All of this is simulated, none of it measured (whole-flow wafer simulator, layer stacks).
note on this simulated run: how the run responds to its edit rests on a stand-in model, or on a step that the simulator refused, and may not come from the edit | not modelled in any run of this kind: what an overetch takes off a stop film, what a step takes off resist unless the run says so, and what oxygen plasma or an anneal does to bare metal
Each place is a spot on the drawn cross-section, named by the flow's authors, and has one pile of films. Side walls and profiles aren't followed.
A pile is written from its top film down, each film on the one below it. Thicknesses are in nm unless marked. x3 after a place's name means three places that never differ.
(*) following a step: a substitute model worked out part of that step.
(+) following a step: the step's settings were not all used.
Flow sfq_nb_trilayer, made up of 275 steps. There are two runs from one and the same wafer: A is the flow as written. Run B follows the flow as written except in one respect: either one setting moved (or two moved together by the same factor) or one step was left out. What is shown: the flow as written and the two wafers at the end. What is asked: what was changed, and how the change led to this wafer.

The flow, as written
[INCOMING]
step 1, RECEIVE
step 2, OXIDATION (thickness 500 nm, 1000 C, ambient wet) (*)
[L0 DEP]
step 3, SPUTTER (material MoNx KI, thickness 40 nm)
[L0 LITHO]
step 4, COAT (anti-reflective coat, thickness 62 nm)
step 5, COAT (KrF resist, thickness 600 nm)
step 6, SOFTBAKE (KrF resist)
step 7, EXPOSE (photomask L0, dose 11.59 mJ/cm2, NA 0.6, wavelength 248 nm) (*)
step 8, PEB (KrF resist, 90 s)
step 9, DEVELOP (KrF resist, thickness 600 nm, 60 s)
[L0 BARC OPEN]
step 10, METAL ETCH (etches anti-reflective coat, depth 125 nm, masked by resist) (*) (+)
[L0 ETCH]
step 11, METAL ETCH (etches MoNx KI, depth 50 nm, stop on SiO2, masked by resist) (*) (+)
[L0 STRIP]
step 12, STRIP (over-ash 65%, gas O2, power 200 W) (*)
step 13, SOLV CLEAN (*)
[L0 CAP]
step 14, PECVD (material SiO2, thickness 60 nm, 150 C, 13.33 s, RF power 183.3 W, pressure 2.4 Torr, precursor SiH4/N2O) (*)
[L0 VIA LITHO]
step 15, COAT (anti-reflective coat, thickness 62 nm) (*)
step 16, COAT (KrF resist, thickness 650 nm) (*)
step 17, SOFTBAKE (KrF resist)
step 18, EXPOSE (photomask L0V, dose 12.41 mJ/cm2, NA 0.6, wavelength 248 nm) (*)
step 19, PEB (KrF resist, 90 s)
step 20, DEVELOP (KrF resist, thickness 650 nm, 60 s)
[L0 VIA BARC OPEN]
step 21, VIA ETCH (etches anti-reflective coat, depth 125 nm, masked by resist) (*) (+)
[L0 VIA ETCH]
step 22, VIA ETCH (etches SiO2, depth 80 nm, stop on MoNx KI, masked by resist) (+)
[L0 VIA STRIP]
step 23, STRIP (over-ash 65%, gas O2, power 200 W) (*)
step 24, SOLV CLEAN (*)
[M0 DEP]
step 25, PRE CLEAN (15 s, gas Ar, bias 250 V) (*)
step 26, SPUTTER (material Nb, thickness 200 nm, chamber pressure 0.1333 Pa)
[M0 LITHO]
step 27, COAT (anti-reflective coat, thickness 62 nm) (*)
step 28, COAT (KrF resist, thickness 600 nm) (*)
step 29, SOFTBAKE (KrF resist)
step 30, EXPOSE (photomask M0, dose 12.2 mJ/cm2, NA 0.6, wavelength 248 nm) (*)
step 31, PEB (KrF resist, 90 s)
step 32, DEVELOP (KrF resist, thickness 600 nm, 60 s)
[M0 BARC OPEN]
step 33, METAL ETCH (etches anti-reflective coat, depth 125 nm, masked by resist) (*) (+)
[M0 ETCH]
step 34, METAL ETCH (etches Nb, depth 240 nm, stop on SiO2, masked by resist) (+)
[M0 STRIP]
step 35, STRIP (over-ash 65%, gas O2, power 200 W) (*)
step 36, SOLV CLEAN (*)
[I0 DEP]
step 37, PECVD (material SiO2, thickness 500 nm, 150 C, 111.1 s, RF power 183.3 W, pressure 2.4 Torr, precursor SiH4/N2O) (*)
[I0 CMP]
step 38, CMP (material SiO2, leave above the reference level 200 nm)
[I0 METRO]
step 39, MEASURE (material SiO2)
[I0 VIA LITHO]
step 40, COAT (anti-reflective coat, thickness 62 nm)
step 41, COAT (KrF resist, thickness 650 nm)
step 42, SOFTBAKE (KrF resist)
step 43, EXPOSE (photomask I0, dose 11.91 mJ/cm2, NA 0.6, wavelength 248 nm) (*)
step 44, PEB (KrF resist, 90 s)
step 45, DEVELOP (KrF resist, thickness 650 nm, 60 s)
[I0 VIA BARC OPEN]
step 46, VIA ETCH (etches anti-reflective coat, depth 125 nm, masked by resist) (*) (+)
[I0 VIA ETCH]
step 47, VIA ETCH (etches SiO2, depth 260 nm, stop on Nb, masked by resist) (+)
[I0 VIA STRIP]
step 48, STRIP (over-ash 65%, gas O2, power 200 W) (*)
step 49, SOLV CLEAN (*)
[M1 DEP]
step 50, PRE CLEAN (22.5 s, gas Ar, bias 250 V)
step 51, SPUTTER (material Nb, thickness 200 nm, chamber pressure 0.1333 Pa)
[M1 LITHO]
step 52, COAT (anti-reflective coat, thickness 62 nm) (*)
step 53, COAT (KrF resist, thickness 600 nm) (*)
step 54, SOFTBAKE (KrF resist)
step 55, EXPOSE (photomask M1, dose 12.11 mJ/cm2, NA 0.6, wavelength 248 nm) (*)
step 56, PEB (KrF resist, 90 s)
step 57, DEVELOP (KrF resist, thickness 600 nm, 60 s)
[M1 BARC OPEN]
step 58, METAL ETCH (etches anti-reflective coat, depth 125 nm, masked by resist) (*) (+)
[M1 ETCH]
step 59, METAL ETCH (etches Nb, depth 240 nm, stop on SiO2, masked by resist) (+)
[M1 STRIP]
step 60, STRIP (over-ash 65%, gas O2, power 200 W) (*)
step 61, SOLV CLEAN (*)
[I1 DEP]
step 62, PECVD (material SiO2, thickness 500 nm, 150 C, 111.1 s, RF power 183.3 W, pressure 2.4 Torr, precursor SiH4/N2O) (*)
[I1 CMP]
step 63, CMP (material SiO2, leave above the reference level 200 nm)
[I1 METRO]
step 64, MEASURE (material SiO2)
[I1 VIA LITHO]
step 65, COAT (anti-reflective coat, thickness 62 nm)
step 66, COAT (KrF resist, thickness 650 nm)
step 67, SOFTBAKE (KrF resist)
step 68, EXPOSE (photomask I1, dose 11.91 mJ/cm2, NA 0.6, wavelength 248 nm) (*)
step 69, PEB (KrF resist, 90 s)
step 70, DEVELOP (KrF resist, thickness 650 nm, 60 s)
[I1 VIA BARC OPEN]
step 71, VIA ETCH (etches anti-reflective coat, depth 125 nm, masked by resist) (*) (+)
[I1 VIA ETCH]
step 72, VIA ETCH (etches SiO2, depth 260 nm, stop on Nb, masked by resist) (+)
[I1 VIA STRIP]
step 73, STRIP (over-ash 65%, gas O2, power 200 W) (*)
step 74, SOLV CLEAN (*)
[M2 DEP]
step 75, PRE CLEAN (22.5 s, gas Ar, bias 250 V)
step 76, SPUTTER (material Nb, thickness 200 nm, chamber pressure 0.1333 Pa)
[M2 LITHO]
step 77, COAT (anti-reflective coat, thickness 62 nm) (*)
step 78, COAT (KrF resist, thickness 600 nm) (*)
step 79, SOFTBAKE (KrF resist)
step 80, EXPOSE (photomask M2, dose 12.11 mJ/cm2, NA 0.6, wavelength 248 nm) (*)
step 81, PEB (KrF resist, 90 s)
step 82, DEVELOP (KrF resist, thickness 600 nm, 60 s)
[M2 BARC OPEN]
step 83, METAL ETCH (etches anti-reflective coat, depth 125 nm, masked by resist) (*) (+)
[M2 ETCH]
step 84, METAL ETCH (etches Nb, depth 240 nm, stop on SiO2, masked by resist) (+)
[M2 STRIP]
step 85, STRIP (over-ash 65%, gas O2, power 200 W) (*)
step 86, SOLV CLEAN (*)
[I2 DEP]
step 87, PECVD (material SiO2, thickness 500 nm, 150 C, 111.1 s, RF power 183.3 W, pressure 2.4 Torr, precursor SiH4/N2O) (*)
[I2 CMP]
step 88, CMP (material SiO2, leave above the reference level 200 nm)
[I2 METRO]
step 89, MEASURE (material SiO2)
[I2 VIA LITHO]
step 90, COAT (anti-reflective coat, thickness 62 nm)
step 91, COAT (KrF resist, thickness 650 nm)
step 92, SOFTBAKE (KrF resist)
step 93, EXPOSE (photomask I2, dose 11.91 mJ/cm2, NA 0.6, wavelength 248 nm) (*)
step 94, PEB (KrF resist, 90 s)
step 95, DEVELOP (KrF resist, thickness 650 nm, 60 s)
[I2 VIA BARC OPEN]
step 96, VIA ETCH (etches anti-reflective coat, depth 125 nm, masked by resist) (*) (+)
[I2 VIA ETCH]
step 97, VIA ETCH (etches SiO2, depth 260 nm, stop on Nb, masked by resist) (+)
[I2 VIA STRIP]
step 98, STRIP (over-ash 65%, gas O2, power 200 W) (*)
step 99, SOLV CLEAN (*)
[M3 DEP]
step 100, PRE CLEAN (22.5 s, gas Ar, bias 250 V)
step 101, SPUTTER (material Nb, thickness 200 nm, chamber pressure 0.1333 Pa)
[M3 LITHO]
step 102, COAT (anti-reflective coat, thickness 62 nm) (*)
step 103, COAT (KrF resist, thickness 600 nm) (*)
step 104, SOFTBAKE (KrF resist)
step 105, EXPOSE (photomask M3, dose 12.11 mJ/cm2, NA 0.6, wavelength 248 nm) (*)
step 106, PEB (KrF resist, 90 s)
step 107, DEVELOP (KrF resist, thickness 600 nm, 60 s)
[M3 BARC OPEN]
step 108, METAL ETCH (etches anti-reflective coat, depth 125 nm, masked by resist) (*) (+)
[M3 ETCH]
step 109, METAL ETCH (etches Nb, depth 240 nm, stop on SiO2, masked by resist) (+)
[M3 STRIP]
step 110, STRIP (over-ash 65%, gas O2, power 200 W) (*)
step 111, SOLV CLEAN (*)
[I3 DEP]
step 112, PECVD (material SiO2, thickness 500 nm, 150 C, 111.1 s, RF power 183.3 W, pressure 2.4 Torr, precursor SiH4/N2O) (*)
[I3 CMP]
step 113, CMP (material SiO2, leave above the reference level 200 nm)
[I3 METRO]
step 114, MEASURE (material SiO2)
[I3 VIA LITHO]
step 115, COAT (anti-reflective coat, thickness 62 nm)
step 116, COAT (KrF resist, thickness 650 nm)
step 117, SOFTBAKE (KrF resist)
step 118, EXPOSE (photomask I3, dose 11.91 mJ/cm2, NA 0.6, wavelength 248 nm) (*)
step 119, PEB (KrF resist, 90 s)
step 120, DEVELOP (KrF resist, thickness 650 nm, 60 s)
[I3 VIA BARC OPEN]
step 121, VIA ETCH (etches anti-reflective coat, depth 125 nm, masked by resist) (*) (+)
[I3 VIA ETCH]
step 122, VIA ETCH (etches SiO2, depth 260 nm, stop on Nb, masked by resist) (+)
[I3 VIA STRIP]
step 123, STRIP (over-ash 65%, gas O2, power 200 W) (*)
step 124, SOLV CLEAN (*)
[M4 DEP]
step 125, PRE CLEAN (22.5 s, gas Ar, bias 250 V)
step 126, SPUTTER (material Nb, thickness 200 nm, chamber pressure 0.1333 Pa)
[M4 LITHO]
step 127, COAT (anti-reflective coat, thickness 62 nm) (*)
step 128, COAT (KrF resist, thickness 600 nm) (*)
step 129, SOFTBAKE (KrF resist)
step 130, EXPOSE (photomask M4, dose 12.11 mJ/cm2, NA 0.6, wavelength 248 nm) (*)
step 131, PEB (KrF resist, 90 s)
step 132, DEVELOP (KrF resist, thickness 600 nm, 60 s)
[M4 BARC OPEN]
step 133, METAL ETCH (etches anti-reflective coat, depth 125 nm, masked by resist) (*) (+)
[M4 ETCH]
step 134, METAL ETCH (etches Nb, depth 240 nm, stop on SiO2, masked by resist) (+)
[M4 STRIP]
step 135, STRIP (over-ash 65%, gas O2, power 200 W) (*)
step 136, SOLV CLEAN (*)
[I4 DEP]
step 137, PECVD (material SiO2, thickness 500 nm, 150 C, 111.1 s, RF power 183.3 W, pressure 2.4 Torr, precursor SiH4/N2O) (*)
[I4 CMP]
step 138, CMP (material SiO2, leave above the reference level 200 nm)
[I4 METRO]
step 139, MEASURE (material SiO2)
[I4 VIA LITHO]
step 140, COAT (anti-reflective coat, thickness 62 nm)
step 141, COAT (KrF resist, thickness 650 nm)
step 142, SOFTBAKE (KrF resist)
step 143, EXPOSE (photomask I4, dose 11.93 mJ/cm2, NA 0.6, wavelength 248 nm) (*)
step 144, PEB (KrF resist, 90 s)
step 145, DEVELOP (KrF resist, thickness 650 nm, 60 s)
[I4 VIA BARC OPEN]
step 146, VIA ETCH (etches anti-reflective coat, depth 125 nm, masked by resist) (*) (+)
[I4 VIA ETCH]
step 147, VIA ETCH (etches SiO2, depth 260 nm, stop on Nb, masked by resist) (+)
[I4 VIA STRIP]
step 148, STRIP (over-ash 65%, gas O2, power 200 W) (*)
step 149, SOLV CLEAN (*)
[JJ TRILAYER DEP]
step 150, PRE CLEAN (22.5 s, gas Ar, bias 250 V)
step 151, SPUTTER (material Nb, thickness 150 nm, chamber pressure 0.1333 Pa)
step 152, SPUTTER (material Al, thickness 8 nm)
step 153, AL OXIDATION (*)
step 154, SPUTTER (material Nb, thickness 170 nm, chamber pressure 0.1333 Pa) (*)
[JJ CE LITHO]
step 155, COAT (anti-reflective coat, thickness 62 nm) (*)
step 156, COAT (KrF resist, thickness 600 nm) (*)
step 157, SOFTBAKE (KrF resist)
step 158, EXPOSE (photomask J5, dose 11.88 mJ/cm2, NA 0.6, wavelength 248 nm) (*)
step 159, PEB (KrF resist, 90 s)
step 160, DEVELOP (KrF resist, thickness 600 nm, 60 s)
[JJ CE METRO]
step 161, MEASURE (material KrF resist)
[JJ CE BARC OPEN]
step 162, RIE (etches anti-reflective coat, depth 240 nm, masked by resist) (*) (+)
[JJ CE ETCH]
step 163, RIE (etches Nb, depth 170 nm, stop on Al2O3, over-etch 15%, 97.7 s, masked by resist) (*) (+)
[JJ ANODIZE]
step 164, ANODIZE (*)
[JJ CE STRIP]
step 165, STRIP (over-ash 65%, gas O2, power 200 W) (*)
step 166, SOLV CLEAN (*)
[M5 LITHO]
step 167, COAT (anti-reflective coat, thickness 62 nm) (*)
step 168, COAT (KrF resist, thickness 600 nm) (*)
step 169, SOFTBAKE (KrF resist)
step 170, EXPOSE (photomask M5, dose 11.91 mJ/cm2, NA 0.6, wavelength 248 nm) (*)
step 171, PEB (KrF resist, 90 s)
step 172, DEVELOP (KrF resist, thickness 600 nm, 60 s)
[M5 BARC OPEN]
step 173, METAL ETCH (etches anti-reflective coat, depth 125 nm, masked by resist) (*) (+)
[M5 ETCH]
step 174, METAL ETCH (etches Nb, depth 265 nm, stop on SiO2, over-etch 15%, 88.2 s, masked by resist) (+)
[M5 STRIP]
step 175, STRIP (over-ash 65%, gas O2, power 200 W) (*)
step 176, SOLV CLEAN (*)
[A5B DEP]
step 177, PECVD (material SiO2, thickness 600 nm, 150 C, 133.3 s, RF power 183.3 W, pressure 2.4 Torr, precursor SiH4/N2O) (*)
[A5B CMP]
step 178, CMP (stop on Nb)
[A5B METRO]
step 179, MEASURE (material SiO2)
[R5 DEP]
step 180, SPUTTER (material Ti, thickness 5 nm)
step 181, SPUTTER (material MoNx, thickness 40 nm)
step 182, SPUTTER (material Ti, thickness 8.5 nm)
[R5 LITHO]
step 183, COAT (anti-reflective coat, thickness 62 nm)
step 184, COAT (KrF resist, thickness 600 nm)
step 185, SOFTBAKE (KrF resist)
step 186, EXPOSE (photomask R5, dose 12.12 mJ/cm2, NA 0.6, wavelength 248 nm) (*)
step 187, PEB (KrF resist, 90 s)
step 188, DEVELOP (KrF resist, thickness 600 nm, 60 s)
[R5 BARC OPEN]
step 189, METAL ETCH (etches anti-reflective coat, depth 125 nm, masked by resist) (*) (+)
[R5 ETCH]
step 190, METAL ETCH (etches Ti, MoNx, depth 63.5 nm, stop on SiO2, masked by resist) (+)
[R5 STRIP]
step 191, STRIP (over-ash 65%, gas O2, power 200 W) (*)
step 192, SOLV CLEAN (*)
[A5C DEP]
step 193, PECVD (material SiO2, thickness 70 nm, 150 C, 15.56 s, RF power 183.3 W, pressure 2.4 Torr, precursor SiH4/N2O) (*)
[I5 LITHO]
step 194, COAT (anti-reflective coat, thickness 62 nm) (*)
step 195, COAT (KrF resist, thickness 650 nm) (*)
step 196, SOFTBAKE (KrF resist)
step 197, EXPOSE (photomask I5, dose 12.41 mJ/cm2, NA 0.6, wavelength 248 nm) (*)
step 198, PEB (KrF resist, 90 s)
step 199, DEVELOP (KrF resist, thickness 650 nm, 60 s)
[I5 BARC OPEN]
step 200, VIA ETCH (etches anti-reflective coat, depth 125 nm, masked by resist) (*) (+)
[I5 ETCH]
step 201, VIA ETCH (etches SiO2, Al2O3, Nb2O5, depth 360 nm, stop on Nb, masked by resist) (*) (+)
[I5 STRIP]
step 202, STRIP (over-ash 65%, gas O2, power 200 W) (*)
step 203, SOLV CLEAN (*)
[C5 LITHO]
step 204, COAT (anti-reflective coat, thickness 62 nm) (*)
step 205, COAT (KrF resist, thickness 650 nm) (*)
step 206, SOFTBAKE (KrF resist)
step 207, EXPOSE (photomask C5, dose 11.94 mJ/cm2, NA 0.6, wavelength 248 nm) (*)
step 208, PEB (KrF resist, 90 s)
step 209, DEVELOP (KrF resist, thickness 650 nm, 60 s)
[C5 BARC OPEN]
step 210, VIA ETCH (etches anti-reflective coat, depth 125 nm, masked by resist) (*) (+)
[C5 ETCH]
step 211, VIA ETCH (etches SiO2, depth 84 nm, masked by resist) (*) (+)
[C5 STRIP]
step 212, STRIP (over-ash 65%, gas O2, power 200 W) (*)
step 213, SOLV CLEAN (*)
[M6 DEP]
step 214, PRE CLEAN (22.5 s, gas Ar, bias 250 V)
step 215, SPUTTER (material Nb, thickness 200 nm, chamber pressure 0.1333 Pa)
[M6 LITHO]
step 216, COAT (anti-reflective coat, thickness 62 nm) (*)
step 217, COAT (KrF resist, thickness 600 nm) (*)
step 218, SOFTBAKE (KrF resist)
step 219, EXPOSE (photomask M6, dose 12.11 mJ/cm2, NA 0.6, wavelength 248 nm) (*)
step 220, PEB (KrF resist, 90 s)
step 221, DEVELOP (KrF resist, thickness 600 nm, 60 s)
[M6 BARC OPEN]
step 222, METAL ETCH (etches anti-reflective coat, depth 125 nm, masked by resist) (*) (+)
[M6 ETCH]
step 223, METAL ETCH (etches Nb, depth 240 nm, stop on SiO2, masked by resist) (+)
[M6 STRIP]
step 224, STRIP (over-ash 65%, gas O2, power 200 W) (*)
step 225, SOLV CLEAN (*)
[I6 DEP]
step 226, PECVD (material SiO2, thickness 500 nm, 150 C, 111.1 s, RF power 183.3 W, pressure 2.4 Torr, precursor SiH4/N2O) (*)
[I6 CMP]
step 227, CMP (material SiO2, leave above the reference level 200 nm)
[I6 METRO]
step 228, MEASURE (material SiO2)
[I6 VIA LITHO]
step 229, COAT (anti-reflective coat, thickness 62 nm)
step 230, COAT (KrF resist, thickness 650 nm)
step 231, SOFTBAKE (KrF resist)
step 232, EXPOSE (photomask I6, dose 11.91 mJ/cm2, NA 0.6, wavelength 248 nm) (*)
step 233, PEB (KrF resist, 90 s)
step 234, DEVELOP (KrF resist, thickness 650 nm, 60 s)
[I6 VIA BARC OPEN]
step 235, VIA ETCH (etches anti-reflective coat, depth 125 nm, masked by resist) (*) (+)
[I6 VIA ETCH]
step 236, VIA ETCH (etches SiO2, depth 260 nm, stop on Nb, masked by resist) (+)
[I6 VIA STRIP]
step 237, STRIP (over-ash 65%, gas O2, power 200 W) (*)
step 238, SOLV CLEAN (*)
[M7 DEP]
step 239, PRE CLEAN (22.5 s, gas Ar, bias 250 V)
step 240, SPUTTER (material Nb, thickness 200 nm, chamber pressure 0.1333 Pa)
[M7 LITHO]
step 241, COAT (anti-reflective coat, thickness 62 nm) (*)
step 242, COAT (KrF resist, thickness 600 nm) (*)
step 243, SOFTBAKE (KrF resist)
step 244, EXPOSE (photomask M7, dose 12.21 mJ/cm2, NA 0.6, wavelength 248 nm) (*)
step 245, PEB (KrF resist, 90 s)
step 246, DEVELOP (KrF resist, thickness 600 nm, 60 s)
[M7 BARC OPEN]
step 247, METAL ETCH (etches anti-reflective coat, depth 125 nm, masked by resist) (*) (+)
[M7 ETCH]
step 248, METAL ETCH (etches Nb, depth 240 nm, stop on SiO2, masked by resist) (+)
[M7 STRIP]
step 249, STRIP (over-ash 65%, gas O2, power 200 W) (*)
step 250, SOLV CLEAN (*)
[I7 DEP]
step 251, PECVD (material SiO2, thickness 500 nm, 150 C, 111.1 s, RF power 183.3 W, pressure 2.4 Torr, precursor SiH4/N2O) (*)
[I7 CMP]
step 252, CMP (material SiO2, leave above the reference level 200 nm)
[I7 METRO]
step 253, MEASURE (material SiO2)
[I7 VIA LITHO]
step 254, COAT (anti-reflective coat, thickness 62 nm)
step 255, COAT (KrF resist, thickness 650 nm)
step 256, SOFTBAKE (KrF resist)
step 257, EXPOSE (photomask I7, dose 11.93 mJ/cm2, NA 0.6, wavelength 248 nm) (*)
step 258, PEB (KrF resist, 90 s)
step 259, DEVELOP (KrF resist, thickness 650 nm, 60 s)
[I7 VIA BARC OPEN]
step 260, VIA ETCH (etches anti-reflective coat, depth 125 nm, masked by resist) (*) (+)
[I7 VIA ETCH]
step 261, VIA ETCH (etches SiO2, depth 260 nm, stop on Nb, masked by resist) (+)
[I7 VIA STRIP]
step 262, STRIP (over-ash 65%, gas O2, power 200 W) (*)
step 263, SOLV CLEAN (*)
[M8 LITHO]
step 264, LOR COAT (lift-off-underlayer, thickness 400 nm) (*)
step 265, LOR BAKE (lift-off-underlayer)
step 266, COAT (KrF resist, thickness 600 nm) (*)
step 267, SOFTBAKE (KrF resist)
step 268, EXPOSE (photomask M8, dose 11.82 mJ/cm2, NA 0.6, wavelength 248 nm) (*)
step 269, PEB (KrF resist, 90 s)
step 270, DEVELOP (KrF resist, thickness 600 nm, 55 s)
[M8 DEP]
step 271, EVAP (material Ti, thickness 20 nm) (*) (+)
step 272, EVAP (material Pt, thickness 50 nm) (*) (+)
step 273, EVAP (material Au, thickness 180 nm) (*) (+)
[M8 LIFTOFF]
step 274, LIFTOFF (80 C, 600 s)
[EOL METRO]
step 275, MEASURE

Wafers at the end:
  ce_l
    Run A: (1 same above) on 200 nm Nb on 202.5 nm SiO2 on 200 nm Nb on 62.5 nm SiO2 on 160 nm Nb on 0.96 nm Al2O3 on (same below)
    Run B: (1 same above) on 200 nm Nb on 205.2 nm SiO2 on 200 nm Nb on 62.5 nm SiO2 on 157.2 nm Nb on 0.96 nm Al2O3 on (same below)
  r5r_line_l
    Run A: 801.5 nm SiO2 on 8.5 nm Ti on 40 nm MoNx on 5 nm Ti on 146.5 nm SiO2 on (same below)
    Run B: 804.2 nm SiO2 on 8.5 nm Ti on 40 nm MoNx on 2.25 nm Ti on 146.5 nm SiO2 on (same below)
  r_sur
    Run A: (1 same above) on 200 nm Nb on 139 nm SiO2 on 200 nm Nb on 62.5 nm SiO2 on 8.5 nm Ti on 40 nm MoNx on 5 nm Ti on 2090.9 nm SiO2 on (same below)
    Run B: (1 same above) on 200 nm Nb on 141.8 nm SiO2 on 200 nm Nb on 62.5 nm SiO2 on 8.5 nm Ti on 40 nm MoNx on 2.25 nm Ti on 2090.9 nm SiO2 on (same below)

The reason: step 180, SPUTTER: thickness 2.25 nm was run, whereas the flow has thickness 5 nm.
One can read it off the wafer: r5r_line_l has Ti 2.25, and step 180 as written asks for 5 nm.

The path from the change to this, step by step:
  step 180, SPUTTER (material Ti, thickness 5 nm)
      field_l, v_sur, via_wl and 103 more: A Ti gains 5 (new film) | B Ti gains 2.25 (new film)
  step 190, METAL ETCH (etches Ti, MoNx, depth 63.5 nm, stop on SiO2, masked by resist) (+)
      field_l, v_sur, via_wl and 92 more: A Ti loses 8.5 (all of it), MoNx loses 40 (all of it), Ti loses 5 (all of it) | B Ti loses 8.5 (all of it), MoNx loses 40 (all of it), Ti loses 2.25 (all of it)
      ce_l, c5j, ce_r, wl_jj: A Ti loses 8.5 (all of it), MoNx loses 40 (all of it), Ti loses 5 (all of it), Nb loses 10 | B Ti loses 8.5 (all of it), MoNx loses 40 (all of it), Ti loses 2.25 (all of it), Nb loses 12.8
